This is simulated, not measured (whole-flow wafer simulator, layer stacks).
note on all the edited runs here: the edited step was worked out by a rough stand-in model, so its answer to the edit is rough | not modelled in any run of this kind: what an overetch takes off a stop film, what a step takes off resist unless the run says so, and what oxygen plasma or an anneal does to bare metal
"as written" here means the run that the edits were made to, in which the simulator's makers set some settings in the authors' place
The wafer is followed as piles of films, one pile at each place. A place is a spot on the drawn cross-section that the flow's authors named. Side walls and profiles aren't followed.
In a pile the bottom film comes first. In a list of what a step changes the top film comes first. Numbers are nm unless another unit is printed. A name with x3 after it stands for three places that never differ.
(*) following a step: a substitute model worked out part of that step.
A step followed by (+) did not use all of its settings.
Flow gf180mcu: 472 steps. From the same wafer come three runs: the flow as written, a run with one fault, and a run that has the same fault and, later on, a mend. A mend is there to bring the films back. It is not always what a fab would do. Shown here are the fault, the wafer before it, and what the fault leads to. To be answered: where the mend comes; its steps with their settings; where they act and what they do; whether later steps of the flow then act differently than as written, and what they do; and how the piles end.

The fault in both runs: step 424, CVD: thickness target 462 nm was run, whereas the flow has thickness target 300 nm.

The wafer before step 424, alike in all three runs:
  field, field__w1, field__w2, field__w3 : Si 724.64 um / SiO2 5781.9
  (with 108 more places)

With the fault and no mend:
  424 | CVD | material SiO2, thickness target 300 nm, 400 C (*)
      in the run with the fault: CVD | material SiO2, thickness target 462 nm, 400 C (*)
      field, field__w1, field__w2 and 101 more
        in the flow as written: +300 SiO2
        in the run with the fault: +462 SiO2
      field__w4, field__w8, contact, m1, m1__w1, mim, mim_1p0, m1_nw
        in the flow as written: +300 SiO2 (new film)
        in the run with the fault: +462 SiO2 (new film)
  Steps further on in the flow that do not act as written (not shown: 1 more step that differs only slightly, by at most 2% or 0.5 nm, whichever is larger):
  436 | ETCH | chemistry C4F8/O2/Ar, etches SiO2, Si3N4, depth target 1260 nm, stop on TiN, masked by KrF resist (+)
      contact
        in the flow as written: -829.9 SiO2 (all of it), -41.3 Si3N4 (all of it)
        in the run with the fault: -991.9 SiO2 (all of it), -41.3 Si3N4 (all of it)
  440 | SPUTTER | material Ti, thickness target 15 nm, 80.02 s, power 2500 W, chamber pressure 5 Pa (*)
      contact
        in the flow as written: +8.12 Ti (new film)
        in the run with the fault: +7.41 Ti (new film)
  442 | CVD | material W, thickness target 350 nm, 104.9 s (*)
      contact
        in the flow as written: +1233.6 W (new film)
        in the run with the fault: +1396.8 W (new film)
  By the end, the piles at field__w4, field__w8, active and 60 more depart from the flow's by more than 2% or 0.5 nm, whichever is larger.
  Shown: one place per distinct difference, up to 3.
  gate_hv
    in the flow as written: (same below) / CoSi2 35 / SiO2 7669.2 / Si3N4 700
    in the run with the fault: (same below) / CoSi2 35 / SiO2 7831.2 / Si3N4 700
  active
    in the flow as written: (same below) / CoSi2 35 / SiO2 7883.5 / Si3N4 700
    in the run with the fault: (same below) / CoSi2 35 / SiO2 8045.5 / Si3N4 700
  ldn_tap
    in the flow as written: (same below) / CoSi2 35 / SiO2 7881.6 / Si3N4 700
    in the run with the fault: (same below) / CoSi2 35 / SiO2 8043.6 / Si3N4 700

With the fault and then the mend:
  The mend stands after step 424.
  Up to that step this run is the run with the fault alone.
  424a | WET ETCH | chemistry dHF, depth target 162 nm, 25 C, dilution 100:1 (the flow's step 17 again, with other settings)
      field, field__w1, field__w2 and 109 more
        -162 SiO2
  Every later step of the flow that is run acts as written at every place that is followed.
  The piles end the same as the flow's at every place that both follow.
